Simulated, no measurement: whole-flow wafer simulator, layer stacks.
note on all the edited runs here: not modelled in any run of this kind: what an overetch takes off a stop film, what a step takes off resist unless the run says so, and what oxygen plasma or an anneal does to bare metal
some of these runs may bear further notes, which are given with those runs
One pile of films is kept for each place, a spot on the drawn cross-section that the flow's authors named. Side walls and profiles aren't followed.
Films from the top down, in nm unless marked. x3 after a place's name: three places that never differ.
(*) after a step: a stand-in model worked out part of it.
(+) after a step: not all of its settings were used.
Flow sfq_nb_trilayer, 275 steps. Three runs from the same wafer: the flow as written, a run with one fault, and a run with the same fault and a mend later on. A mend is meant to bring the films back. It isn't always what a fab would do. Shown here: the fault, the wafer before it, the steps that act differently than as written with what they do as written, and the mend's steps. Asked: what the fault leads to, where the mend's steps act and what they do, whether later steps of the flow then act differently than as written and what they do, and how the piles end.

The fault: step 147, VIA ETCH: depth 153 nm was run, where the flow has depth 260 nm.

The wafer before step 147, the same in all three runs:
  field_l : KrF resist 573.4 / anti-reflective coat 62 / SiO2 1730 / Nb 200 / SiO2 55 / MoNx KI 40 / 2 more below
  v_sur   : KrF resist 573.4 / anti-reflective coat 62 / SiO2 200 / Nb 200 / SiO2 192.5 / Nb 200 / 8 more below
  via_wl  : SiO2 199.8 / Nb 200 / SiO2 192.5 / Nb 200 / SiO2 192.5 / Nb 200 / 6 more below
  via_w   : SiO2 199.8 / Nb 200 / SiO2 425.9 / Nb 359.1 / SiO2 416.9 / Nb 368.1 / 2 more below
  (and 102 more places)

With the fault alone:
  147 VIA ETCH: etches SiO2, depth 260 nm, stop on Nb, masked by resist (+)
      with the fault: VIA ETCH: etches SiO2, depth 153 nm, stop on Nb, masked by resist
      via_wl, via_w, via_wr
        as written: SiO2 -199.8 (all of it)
        with the fault: SiO2 -153
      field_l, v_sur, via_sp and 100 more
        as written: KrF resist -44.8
        with the fault: KrF resist -26.4
  Later steps of the flow that act differently than as written (5 more steps differ only slightly, by at most 2% or 0.5 nm, whichever is larger, and aren't shown):
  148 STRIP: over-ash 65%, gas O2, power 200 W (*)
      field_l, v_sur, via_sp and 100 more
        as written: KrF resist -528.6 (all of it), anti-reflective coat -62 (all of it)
        with the fault: KrF resist -547.1 (all of it), anti-reflective coat -62 (all of it)
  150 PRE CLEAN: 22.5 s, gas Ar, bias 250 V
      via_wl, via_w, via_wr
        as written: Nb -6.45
        with the fault: SiO2 -7.5
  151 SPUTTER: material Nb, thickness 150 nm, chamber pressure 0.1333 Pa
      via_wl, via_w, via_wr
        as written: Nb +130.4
        with the fault: Nb +135.7 (new film)
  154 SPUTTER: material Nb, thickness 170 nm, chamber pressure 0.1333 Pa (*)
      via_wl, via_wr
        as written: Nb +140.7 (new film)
        with the fault: Nb +148.6 (new film)
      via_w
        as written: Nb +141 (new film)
        with the fault: Nb +149 (new film)
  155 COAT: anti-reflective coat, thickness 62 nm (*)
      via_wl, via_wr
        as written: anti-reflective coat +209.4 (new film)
        with the fault: anti-reflective coat +166.4 (new film)
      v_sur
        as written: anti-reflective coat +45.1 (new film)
        with the fault: anti-reflective coat +46.9 (new film)
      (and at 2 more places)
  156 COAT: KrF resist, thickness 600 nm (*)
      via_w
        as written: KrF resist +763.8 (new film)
        with the fault: KrF resist +720.3 (new film)
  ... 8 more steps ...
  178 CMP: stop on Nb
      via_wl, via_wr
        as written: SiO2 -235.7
        with the fault: SiO2 -286.8
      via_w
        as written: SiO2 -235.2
        with the fault: SiO2 -286.3
  At the end the piles differ from the flow's by more than 2% or 0.5 nm, whichever is larger, at via_wl, via_w, via_wr.
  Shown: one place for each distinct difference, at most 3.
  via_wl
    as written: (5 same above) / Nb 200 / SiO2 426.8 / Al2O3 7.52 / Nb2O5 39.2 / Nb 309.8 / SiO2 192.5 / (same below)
    with the fault: (5 same above) / Nb 200 / SiO2 375.7 / Al2O3 7.67 / Nb2O5 38.9 / Nb 121.7 / SiO2 39.3 / Nb 200 / SiO2 192.5 / (same below)
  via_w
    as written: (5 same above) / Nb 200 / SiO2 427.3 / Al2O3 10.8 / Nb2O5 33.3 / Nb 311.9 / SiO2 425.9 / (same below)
    with the fault: (5 same above) / Nb 200 / SiO2 376.2 / Al2O3 11.3 / Nb2O5 32.4 / Nb 124.1 / SiO2 39.3 / Nb 200 / SiO2 425.9 / (same below)

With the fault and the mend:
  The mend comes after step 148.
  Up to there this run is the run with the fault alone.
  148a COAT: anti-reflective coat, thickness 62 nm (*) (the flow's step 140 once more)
      p4_fl x3, p4_w1 x9, p4_g1 x2 and 63 more
        anti-reflective coat +62 (new film)
      sp_r, be_r, r_sur, res, r_end, moat, field_r, lsp_l
        anti-reflective coat +61.7 (new film)
      ln_m5, lsp_m, ln_m6, lsp_r, l0_sur, l0v
        anti-reflective coat +61.8 (new film)
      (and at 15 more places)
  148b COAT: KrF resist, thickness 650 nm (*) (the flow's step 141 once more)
      p4_fl x3, p4_w1 x9, p4_g1 x2 and 63 more
        KrF resist +650 (new film)
      lsp_l, ln_m5, lsp_m, ln_m6, lsp_r, l0_sur
        KrF resist +649.5 (new film)
      res, r_end, moat, field_r, l0v
        KrF resist +649.4 (new film)
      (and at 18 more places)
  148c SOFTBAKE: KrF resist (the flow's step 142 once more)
      changes no film at any place that is followed
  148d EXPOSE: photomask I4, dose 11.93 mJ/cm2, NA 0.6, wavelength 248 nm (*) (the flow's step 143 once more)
      changes no film at any place that is followed
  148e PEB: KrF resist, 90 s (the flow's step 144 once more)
      ce_l, c5j, ce_r and 91 more
        KrF resist -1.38
      v_sur, via_v, wire, be, be_sur, gap, jj_sur
        KrF resist -1.37
      field_l, via_sp
        KrF resist -1.36
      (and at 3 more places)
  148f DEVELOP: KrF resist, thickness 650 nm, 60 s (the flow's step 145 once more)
      field_l, v_sur, via_sp and 100 more
        KrF resist -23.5
      via_wl
        KrF resist -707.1 (all of it)
      via_w
        KrF resist -750.4 (all of it)
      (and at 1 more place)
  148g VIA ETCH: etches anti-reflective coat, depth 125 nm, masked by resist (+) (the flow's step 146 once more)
      field_l, v_sur, via_sp and 100 more
        KrF resist -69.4
      via_wl, via_wr
        anti-reflective coat -125
      via_w
        anti-reflective coat -81.7 (all of it), SiO2 -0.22
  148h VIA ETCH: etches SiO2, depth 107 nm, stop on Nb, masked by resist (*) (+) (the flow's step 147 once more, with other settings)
      field_l, v_sur, via_sp and 100 more
        KrF resist -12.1
      via_wl, via_wr
        anti-reflective coat -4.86 (all of it), SiO2 -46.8 (all of it)
      via_w
        SiO2 -46.6 (all of it)
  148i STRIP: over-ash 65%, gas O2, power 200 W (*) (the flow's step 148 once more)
      p4_fl x3, p4_w1 x9, p4_g1 x2 and 63 more
        KrF resist -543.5 (all of it), anti-reflective coat -62 (all of it)
      ln_m5, lsp_m, ln_m6, lsp_r, l0_sur
        KrF resist -543 (all of it), anti-reflective coat -61.8 (all of it)
      r_sur, res, r_end
        KrF resist -542.9 (all of it), anti-reflective coat -61.7 (all of it)
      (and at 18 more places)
  No later step of the flow acts differently than as written, at any place that is followed, by more than 2% or 0.5 nm, whichever is larger.
  At the end the piles are the same as the flow's at every place that both follow.
